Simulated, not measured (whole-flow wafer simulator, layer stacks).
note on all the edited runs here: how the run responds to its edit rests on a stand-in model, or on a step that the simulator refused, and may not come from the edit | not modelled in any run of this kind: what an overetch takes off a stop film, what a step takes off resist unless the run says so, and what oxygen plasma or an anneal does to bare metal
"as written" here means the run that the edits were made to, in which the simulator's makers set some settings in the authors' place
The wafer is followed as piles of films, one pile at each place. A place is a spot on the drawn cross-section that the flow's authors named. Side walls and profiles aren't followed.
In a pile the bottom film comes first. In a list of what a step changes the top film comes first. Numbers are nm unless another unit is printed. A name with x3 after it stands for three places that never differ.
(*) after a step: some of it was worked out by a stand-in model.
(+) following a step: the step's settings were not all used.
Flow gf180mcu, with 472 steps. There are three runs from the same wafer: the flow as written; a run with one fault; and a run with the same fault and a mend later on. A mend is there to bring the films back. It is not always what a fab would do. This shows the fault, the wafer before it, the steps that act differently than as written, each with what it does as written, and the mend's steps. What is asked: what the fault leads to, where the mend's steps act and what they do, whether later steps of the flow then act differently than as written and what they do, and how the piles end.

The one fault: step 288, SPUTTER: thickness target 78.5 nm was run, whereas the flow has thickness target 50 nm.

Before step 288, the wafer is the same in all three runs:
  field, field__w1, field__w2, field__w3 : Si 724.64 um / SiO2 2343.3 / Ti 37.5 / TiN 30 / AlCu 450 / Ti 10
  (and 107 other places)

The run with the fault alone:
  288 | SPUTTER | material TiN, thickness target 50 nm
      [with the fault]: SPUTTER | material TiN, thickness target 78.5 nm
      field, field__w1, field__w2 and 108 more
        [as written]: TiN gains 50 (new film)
        [with the fault]: TiN gains 78.5 (new film)
  Steps further on in the flow that do not act as written (3 other steps are not shown; they differ only slightly, by no more than 2% or 0.5 nm, whichever is larger):
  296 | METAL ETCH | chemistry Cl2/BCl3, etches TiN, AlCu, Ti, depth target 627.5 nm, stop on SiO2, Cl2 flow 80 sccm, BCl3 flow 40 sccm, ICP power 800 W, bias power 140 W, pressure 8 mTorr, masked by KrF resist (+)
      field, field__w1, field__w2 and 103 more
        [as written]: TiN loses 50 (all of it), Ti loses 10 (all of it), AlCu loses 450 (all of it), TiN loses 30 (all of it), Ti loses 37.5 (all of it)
        [with the fault]: TiN loses 78.5 (all of it), Ti loses 10 (all of it), AlCu loses 450 (all of it), TiN loses 30 (all of it), Ti loses 37.5 (all of it)
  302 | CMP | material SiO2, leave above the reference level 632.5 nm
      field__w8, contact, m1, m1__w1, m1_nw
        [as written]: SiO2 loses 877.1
        [with the fault]: SiO2 loses 905.6
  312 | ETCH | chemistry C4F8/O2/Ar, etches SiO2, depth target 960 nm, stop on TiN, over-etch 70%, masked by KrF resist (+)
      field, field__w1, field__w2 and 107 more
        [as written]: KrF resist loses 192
        [with the fault]: KrF resist loses 184.9
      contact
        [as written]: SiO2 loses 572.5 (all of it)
        [with the fault]: SiO2 loses 544 (all of it)
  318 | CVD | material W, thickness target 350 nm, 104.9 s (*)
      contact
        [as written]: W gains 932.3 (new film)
        [with the fault]: W gains 903.5 (new film)
  By the end, the piles at field__w8, contact, m1, m1__w1, m1_nw depart from the flow's by more than 2% or 0.5 nm, whichever is larger.
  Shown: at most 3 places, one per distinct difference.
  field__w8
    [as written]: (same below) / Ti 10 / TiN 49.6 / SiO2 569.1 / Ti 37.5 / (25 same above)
    [with the fault]: (same below) / Ti 10 / TiN 78.1 / SiO2 540.6 / Ti 37.5 / (25 same above)
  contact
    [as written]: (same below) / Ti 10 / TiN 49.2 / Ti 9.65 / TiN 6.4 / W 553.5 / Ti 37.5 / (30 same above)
    [with the fault]: (same below) / Ti 10 / TiN 77.7 / Ti 9.81 / TiN 6.51 / W 524.7 / Ti 37.5 / (30 same above)

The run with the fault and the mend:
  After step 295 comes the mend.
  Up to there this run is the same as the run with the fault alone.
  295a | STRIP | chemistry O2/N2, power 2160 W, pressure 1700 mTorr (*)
      field__w8, contact, m1, m1__w1, m1_nw
        KrF resist loses 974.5 (all of it)
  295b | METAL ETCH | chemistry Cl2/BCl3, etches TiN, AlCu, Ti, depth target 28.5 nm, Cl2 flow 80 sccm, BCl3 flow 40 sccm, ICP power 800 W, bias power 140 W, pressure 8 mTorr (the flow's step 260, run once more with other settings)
      field, field__w1, field__w2 and 108 more
        TiN loses 28.5
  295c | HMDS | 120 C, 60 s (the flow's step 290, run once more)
      leaves every film unchanged at each place that is followed
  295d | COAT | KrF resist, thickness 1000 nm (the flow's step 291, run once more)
      field, field__w1, field__w2 and 108 more
        KrF resist gains 1000 (new film)
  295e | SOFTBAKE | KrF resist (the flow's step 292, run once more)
      leaves every film unchanged at each place that is followed
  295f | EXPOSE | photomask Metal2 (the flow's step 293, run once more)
      leaves every film unchanged at each place that is followed
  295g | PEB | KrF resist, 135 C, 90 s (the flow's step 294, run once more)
      field, field__w1, field__w2 and 108 more
        KrF resist loses 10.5
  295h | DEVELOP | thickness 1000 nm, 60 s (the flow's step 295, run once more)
      field, field__w1, field__w2 and 103 more
        KrF resist loses 989.5 (all of it)
      field__w8, contact, m1, m1__w1, m1_nw
        KrF resist loses 14.9
  None of the later steps of the flow acts differently than as written at any place that is followed.
  By the end, the piles equal the flow's at every place that both follow.
